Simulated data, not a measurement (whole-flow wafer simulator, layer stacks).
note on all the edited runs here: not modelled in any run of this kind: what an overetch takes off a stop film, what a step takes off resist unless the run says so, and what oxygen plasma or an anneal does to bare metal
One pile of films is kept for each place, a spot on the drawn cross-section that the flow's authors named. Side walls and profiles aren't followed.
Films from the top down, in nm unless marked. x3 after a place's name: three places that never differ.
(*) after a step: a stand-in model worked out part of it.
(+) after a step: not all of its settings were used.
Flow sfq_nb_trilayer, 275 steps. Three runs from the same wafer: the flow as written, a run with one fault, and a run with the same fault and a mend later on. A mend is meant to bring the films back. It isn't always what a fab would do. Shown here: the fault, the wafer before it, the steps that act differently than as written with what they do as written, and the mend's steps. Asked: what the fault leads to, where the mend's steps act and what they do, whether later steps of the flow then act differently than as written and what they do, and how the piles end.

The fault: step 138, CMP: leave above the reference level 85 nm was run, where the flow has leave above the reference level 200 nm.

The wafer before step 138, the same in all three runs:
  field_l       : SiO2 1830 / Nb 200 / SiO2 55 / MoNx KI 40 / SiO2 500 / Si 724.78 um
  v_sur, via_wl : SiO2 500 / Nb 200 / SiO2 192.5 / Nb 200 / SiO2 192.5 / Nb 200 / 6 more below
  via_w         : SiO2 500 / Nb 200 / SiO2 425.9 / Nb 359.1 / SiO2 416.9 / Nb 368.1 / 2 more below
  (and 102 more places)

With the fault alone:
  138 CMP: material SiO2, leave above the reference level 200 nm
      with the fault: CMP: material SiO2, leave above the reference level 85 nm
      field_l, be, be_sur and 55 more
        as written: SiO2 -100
        with the fault: SiO2 -215
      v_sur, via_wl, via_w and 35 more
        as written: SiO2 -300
        with the fault: SiO2 -415
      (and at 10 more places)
  Later steps of the flow that act differently than as written (4 more steps differ only slightly, by at most 2% or 0.5 nm, whichever is larger, and aren't shown):
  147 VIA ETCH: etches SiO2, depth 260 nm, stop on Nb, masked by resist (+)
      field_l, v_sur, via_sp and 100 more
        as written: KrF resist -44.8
        with the fault: KrF resist -21.9
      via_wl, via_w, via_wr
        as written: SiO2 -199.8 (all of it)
        with the fault: SiO2 -84.8 (all of it)
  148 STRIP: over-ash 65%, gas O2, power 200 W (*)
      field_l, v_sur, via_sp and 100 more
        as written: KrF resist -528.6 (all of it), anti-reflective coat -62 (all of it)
        with the fault: KrF resist -551.5 (all of it), anti-reflective coat -62 (all of it)
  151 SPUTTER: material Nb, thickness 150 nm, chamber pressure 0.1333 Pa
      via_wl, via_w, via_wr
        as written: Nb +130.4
        with the fault: Nb +144
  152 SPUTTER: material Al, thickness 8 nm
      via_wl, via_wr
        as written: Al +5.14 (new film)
        with the fault: Al +6.54 (new film)
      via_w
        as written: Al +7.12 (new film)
        with the fault: Al +7.92 (new film)
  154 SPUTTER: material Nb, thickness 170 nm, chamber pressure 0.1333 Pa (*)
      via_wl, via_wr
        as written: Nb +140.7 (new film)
        with the fault: Nb +135.3 (new film)
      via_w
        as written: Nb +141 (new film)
        with the fault: Nb +168.9 (new film)
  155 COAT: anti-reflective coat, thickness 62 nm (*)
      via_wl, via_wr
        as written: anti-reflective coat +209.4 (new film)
        with the fault: anti-reflective coat +145.5 (new film)
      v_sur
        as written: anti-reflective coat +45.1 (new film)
        with the fault: anti-reflective coat +51.3 (new film)
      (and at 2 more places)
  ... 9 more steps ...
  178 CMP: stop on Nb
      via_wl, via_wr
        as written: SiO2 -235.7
        with the fault: SiO2 -363.9
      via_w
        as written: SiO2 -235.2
        with the fault: SiO2 -363.5
  At the end the piles differ from the flow's by more than 2% or 0.5 nm, whichever is larger, at field_l, v_sur, via_wl and 103 more.
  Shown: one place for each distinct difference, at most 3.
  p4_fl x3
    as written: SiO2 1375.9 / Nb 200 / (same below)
    with the fault: SiO2 1260.9 / Nb 200 / (same below)
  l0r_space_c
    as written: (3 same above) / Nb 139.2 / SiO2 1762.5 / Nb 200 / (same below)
    with the fault: (3 same above) / Nb 139.2 / SiO2 1647.5 / Nb 200 / (same below)
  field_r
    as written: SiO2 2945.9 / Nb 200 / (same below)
    with the fault: SiO2 2830.9 / Nb 200 / (same below)

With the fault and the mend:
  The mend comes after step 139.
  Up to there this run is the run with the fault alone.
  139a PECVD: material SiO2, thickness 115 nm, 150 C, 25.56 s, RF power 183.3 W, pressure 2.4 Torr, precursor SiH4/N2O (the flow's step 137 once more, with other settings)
      field_l, v_sur, via_wl and 103 more
        SiO2 +115
  No later step of the flow acts differently than as written, at any place that is followed, by more than 2% or 0.5 nm, whichever is larger.
  At the end the piles are the same as the flow's at every place that both follow.
